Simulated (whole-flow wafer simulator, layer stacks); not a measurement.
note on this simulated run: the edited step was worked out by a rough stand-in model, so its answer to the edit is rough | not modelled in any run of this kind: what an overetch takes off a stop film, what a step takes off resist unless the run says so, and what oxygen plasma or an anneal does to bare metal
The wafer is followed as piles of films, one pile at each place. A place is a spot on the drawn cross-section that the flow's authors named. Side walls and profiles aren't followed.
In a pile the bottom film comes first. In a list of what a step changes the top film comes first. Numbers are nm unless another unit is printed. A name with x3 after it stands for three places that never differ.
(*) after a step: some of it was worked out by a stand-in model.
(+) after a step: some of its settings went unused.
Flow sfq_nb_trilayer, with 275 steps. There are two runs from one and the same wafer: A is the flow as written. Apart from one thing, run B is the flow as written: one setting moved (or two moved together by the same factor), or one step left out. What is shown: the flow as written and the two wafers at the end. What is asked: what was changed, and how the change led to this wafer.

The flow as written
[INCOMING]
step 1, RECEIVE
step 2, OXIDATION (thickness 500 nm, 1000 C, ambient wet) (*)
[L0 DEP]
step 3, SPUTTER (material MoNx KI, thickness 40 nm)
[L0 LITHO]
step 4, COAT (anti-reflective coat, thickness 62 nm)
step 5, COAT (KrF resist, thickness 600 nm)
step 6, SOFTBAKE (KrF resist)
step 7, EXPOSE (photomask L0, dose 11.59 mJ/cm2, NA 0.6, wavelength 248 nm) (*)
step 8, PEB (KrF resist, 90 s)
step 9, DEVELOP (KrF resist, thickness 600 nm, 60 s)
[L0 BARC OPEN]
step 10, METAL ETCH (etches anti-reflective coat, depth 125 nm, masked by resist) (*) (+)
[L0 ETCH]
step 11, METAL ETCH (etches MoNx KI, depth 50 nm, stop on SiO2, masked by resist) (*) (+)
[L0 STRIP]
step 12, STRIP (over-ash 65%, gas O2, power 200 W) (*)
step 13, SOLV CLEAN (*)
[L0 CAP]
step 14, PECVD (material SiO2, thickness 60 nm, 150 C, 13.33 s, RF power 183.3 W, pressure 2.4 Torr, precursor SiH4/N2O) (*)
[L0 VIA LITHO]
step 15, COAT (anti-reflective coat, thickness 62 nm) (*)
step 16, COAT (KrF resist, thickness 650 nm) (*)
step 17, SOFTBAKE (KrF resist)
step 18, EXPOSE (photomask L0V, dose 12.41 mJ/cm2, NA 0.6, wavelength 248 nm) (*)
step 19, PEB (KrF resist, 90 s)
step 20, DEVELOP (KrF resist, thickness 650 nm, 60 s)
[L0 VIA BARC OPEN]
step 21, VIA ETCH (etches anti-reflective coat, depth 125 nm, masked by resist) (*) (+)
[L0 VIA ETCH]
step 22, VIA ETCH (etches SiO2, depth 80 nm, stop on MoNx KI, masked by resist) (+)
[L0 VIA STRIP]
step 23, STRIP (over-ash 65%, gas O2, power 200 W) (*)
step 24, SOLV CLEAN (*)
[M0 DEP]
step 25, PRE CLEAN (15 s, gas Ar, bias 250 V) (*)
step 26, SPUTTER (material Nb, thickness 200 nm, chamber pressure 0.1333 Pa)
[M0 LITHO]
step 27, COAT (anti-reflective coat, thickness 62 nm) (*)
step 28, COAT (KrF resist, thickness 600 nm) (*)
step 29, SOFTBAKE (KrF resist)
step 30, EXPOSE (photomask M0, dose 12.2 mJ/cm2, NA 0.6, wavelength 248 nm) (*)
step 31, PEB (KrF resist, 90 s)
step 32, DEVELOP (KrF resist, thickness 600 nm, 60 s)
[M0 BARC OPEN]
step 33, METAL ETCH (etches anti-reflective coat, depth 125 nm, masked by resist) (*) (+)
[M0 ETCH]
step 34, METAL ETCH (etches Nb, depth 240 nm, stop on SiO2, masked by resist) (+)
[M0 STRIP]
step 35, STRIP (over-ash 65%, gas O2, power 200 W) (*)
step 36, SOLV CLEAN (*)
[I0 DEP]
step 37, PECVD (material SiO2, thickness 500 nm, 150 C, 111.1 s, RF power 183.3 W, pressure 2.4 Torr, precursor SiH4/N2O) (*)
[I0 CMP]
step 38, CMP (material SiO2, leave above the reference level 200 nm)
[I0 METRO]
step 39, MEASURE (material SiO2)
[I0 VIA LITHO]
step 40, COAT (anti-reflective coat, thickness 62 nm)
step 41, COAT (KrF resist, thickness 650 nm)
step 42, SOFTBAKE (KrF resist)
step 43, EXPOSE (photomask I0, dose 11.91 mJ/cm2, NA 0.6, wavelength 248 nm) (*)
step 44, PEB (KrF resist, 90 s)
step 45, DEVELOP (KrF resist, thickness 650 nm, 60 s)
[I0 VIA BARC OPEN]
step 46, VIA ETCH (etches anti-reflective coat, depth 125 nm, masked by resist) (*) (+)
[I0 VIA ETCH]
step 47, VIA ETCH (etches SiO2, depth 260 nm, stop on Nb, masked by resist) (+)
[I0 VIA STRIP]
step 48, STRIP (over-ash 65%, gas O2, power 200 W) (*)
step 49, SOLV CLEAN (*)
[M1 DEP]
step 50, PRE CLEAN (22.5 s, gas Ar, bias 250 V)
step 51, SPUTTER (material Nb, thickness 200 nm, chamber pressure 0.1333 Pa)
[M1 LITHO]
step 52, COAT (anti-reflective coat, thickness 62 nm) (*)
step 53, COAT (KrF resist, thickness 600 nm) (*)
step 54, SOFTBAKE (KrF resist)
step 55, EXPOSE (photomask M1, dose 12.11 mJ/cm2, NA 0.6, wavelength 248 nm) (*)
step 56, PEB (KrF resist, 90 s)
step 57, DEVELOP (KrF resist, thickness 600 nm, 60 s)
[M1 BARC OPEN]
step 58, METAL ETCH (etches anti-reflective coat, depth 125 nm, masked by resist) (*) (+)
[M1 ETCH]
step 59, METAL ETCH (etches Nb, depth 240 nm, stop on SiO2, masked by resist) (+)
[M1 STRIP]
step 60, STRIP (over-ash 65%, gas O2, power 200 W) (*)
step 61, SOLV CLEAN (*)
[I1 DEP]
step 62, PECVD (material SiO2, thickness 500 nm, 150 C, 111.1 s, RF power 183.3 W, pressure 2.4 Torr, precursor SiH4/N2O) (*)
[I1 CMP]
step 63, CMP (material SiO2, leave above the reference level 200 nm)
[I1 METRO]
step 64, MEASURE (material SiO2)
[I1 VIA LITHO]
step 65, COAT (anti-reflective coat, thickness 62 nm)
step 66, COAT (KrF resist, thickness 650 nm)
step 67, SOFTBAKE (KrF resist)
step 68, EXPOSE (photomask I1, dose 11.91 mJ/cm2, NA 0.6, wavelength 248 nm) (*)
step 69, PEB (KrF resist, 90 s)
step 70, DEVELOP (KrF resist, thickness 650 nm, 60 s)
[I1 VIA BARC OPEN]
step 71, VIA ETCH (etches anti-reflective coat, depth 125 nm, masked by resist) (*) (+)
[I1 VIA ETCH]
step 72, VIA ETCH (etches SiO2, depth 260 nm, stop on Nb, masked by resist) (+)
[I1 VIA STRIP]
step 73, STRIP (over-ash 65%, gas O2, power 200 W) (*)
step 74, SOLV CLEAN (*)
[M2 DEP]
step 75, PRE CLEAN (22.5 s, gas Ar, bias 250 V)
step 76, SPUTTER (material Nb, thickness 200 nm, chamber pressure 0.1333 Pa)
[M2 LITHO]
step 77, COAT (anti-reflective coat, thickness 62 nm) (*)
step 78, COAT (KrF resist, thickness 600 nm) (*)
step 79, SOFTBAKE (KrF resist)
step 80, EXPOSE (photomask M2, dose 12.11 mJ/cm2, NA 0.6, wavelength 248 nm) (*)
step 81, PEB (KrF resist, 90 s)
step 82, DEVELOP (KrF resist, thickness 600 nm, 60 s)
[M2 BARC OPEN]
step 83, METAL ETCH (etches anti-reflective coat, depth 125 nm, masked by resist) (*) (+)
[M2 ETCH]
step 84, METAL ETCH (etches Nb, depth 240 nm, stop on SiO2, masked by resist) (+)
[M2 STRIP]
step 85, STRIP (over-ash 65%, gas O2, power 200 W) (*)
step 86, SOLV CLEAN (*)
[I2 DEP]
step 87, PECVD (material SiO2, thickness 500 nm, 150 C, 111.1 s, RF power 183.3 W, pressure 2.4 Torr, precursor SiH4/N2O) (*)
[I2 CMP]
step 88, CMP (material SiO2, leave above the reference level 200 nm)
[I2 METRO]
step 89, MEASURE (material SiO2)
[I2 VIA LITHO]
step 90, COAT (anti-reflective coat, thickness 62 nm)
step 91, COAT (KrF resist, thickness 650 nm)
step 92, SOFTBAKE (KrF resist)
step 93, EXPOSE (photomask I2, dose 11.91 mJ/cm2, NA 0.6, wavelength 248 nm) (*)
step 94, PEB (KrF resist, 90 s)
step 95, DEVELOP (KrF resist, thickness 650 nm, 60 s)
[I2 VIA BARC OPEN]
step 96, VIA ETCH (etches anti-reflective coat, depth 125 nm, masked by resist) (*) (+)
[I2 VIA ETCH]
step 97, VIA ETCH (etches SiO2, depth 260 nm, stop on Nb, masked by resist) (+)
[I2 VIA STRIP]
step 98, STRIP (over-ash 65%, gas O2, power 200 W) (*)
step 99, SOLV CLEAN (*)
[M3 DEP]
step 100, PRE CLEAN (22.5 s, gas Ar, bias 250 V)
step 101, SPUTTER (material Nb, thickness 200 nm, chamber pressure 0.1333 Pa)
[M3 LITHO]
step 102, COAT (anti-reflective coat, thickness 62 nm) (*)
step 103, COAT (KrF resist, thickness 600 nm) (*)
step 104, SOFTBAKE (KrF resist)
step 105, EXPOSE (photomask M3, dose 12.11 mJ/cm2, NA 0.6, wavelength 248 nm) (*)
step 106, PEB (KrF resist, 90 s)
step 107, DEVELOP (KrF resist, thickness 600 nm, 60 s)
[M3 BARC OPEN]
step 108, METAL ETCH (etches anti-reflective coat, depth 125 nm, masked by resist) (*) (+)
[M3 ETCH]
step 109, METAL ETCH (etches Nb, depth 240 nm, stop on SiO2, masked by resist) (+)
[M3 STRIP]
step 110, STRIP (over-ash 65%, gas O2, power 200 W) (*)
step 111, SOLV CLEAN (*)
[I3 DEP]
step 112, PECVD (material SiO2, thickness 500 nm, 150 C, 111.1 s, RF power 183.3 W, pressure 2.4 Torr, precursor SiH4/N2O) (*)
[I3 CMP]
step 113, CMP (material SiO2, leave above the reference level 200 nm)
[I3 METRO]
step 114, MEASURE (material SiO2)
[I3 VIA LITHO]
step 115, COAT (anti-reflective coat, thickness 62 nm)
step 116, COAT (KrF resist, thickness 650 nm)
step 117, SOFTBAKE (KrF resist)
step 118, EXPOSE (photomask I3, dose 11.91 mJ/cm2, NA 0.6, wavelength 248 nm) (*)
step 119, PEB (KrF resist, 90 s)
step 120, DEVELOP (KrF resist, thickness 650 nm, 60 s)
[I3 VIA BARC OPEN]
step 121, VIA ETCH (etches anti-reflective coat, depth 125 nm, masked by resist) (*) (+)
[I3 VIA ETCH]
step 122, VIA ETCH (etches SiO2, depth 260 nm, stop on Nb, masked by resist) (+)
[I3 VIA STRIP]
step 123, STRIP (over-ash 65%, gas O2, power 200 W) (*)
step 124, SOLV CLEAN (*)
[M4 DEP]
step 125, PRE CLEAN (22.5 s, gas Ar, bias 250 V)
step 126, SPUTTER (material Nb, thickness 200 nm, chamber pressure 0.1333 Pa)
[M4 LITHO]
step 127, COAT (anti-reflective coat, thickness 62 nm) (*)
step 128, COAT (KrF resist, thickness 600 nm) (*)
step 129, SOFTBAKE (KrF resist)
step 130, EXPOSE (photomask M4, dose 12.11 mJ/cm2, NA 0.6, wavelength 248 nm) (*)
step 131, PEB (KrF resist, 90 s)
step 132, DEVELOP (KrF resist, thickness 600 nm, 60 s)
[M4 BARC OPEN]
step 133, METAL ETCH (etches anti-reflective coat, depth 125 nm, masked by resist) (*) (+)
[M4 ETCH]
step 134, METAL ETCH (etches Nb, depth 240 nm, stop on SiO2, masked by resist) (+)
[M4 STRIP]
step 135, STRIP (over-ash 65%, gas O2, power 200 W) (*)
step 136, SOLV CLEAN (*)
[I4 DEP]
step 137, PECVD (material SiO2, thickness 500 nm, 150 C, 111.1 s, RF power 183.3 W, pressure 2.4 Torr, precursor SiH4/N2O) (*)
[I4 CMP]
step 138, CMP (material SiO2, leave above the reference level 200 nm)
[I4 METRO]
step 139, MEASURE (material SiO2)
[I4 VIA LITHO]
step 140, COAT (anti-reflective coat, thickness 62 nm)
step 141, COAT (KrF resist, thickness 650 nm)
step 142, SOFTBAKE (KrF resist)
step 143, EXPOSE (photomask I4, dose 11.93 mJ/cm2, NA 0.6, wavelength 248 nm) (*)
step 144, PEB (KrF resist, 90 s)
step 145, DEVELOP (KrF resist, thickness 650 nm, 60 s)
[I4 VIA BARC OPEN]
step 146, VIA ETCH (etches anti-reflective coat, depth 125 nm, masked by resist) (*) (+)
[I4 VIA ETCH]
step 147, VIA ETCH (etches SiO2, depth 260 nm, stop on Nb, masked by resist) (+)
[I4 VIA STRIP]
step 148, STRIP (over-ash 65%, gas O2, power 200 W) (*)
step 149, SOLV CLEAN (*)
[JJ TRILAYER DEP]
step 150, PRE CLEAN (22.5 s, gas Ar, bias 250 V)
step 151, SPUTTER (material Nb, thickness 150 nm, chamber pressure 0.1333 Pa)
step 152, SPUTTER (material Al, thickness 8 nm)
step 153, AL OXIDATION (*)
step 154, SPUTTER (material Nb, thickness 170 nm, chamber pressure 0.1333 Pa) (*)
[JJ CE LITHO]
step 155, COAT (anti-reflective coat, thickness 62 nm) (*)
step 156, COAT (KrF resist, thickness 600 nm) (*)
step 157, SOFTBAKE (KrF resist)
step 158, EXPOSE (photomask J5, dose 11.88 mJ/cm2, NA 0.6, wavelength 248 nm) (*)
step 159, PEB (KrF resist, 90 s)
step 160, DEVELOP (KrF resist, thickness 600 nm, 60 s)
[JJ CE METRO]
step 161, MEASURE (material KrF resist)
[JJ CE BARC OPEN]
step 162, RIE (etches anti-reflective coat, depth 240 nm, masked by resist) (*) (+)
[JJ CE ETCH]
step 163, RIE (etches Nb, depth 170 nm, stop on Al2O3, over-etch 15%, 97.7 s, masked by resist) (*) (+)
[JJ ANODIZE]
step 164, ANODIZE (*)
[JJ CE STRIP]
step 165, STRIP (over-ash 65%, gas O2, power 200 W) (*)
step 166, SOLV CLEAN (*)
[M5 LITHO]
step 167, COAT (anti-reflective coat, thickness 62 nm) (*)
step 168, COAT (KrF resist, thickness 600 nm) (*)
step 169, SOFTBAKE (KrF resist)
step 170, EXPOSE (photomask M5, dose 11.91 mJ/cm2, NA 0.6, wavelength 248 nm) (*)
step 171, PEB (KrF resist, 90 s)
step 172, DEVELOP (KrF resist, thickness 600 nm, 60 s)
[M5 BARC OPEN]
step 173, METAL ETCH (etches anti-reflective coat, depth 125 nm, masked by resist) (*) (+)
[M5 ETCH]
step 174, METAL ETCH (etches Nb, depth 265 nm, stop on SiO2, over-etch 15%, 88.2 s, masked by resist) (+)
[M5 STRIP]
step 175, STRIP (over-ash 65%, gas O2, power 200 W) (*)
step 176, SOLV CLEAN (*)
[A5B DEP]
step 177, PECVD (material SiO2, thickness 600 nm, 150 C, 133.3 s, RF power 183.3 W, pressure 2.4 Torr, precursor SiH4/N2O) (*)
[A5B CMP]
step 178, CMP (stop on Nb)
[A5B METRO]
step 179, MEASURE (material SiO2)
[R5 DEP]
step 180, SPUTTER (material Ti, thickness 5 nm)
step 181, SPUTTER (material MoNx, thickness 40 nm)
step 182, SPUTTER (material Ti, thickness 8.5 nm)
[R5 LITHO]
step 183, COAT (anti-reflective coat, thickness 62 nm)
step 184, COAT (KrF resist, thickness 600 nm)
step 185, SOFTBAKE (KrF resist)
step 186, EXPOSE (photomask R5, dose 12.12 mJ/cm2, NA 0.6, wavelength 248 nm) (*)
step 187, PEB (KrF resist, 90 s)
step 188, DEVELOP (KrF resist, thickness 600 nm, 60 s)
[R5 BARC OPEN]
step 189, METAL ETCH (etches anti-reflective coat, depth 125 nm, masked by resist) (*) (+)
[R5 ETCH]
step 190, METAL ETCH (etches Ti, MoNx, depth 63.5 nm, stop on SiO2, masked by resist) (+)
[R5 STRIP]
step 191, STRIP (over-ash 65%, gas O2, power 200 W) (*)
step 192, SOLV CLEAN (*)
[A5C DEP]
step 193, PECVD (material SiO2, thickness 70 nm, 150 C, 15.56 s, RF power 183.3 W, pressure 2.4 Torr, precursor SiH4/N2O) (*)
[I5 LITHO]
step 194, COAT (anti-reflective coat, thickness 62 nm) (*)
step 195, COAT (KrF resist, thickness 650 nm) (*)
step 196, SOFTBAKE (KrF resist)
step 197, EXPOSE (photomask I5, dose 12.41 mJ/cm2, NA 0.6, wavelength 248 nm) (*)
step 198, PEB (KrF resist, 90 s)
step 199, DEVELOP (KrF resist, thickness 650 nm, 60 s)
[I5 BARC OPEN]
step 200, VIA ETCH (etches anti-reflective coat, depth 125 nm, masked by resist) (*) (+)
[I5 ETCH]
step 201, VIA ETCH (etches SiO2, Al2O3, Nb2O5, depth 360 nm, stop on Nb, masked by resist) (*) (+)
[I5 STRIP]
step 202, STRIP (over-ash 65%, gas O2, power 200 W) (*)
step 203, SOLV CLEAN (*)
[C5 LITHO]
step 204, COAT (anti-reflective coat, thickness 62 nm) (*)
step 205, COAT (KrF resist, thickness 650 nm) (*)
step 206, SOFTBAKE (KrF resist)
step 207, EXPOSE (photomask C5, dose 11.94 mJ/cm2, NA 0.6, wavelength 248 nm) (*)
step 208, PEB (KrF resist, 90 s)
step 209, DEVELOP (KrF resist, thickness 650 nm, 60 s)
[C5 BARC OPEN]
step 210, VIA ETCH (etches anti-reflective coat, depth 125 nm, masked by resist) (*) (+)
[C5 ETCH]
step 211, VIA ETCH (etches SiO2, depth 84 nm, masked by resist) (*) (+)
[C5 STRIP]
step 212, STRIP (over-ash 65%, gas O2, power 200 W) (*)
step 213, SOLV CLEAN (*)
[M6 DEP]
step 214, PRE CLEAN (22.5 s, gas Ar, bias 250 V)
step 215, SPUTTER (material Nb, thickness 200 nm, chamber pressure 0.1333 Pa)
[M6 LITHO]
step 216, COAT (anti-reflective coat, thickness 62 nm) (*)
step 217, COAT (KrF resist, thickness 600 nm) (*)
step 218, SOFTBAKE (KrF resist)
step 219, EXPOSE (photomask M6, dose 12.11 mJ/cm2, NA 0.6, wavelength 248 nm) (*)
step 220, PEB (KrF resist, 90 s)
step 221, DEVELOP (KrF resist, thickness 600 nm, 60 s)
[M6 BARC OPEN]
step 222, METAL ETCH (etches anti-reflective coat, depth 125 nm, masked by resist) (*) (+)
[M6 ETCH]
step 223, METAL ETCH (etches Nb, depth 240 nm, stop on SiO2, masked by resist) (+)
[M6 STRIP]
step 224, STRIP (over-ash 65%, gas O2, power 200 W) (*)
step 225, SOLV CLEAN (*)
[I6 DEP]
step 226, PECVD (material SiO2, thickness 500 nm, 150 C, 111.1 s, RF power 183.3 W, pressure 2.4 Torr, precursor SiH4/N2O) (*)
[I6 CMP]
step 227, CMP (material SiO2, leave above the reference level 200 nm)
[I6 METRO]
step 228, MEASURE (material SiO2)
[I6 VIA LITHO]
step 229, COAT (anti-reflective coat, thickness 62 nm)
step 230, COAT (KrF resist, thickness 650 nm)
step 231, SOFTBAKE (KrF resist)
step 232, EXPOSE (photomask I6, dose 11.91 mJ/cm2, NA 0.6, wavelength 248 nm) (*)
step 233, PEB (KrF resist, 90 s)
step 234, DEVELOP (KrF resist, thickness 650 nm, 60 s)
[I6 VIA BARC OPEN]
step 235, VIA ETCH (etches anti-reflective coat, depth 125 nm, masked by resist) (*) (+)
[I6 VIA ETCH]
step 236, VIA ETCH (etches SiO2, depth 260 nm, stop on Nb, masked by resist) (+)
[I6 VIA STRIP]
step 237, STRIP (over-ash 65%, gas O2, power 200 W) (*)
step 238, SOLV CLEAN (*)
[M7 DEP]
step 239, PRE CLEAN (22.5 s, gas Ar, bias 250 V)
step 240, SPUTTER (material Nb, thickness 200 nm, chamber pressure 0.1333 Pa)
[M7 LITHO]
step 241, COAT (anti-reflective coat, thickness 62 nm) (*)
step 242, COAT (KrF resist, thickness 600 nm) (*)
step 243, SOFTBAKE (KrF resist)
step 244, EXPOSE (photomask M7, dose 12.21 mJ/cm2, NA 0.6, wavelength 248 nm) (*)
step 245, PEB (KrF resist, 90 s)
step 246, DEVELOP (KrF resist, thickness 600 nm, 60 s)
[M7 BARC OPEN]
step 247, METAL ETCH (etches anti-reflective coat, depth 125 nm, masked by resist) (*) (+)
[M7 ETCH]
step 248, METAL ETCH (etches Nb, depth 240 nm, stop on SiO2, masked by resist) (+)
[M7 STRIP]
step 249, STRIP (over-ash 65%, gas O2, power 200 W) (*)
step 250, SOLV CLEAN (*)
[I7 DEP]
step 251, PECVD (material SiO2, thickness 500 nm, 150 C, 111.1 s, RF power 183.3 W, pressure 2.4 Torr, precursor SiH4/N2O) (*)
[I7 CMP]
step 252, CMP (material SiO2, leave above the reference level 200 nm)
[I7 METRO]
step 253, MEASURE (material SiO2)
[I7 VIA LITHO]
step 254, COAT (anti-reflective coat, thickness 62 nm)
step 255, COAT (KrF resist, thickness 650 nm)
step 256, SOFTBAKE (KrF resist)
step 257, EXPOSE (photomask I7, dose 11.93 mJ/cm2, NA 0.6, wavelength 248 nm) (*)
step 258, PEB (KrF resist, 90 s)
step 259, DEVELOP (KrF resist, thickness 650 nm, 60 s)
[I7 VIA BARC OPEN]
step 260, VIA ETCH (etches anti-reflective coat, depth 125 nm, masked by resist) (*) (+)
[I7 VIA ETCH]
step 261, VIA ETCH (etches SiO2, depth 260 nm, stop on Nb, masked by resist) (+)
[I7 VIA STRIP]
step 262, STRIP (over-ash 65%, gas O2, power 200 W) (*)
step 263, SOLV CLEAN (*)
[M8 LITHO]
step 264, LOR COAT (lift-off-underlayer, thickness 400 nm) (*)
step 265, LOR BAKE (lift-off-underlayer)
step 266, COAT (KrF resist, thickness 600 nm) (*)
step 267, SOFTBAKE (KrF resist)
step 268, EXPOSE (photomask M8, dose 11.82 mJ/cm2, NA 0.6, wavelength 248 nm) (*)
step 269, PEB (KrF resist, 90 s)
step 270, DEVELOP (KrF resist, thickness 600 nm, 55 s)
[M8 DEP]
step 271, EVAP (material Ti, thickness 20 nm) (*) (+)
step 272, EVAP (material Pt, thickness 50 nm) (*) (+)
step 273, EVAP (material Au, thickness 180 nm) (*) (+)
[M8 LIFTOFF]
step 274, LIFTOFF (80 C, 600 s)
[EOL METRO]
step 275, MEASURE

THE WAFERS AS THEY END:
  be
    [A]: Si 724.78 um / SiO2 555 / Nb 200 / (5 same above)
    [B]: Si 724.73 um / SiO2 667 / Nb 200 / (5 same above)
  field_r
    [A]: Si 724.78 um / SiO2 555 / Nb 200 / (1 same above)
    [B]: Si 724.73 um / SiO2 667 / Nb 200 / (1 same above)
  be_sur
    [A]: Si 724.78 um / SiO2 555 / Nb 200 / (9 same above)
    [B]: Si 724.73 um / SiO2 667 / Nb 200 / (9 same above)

The reason: step 2, OXIDATION: thickness 612 nm was run, though the flow has thickness 500 nm.

The path from the change to this, step by step:
  step 2, OXIDATION (thickness 500 nm, 1000 C, ambient wet) (*)
      field_l, v_sur, via_wl and 103 more: A SiO2 gains 500 (new film), chemical SiO2 loses 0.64 (all of it), Si loses 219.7 | B SiO2 gains 612 (new film), chemical SiO2 loses 0.64 (all of it), Si loses 269
